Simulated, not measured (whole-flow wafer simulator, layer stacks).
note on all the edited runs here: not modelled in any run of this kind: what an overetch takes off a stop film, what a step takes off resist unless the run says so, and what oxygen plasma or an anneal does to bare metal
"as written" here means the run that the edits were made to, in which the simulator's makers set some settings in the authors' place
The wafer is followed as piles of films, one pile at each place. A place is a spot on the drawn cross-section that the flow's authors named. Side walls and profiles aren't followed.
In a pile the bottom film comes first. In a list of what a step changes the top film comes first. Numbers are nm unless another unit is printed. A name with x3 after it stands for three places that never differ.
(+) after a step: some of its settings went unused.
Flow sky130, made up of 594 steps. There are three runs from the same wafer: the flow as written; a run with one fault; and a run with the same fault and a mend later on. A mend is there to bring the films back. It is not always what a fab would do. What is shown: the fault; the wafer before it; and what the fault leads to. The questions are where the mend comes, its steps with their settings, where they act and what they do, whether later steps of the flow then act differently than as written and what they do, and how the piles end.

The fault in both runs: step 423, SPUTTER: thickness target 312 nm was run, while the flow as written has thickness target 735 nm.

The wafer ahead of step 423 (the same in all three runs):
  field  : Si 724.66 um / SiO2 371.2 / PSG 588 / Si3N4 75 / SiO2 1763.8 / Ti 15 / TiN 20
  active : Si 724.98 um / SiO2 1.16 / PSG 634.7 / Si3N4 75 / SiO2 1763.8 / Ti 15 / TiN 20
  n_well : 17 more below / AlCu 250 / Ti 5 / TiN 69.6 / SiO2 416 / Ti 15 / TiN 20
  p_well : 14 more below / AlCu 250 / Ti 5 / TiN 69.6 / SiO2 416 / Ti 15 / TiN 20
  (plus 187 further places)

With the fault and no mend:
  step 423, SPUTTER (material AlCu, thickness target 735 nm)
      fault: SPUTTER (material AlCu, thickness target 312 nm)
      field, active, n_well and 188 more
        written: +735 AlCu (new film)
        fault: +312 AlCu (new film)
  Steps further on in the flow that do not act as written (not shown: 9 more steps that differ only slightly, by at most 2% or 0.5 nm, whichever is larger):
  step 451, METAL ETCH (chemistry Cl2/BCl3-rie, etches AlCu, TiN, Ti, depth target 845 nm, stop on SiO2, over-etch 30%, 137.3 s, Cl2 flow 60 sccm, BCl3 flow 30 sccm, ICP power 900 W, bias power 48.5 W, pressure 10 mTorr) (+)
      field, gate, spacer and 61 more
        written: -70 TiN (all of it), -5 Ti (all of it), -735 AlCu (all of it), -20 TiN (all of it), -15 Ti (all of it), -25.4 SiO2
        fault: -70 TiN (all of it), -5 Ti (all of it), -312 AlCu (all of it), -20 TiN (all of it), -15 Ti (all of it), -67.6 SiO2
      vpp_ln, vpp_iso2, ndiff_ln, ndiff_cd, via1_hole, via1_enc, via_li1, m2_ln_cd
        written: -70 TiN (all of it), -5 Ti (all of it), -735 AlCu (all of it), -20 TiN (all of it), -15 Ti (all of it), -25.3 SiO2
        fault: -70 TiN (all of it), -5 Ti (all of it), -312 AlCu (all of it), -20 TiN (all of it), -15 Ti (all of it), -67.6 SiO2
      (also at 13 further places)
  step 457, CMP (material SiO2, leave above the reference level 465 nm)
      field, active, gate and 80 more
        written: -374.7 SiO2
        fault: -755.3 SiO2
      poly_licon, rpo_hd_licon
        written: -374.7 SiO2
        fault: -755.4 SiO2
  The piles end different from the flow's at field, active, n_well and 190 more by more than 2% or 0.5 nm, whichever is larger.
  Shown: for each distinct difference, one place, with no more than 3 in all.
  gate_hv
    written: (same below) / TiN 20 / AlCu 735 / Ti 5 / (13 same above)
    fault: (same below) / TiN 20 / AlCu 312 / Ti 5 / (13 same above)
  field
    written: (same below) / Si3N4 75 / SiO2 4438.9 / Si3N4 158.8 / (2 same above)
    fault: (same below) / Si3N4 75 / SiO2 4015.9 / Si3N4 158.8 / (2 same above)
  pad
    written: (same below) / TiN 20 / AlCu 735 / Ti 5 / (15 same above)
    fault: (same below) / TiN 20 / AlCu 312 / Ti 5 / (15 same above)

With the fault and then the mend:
  After step 423 comes the mend.
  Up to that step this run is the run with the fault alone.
  step 423a, SPUTTER (material AlCu, thickness target 423 nm) (a further turn of the flow's step 423, with different settings)
      field, active, n_well and 188 more
        +423 AlCu
  Every later step of the flow that is run acts as written at every place that is followed.
  By the end, the piles equal the flow's at every place that both follow.
